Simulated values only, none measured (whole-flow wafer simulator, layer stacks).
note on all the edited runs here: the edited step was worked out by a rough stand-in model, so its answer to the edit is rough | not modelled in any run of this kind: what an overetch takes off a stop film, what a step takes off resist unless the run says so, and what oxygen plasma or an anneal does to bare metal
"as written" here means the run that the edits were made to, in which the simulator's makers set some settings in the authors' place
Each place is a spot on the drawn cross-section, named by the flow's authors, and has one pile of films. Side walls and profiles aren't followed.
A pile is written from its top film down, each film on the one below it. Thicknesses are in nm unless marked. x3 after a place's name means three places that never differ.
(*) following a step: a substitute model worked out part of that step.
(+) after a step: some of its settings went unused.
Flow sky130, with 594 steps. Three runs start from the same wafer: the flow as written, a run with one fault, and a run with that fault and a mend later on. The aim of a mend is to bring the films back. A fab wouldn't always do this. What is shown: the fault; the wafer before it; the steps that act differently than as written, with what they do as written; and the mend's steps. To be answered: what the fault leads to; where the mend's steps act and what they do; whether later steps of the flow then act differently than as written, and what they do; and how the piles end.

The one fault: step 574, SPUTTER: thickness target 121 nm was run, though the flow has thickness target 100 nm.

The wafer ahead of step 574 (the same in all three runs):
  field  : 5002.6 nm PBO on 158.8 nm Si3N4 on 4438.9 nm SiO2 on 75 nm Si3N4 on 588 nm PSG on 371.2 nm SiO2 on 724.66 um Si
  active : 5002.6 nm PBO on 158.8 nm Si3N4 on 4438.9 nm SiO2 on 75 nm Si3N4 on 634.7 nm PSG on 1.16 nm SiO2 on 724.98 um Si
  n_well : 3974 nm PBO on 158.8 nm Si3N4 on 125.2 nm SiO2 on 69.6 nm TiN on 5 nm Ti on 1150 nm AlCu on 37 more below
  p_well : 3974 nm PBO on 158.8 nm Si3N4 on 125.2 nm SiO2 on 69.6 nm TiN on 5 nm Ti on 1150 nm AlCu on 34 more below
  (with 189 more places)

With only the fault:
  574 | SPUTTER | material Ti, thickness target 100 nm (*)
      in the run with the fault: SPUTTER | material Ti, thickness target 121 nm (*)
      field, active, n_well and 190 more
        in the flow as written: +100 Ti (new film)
        in the run with the fault: +121 Ti (new film)
  Steps further on in the flow that do not act as written (7 other steps are not shown; they differ only slightly, by no more than 2% or 0.5 nm, whichever is larger):
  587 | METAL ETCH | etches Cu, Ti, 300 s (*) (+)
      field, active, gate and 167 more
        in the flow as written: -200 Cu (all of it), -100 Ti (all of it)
        in the run with the fault: -200 Cu (all of it), -121 Ti (all of it)
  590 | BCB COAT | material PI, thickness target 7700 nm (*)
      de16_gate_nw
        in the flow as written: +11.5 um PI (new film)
        in the run with the fault: +11.52 um PI (new film)
  By the end, the piles at n_well, p_well, sd_n and 20 more depart from the flow's by more than 2% or 0.5 nm, whichever is larger.
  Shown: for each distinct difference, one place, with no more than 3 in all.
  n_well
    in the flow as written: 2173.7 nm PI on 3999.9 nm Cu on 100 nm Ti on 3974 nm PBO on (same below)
    in the run with the fault: 2160 nm PI on 3999.9 nm Cu on 121 nm Ti on 3974 nm PBO on (same below)
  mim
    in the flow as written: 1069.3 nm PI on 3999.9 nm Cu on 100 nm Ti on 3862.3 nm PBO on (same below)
    in the run with the fault: 1049.7 nm PI on 3999.9 nm Cu on 121 nm Ti on 3862.3 nm PBO on (same below)
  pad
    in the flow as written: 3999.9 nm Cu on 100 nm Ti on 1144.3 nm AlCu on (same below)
    in the run with the fault: 3999.9 nm Cu on 121 nm Ti on 1144.3 nm AlCu on (same below)

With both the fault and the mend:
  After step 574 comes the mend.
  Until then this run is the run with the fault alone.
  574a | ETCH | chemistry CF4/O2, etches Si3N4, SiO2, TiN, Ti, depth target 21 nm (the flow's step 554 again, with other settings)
      field, active, n_well and 190 more
        -21 Ti
  Later steps of the flow that are run all act as written at every place that is followed, up to a difference of at most 2% or 0.5 nm, whichever is larger.
  The piles end the same as the flow's at every place that both follow.
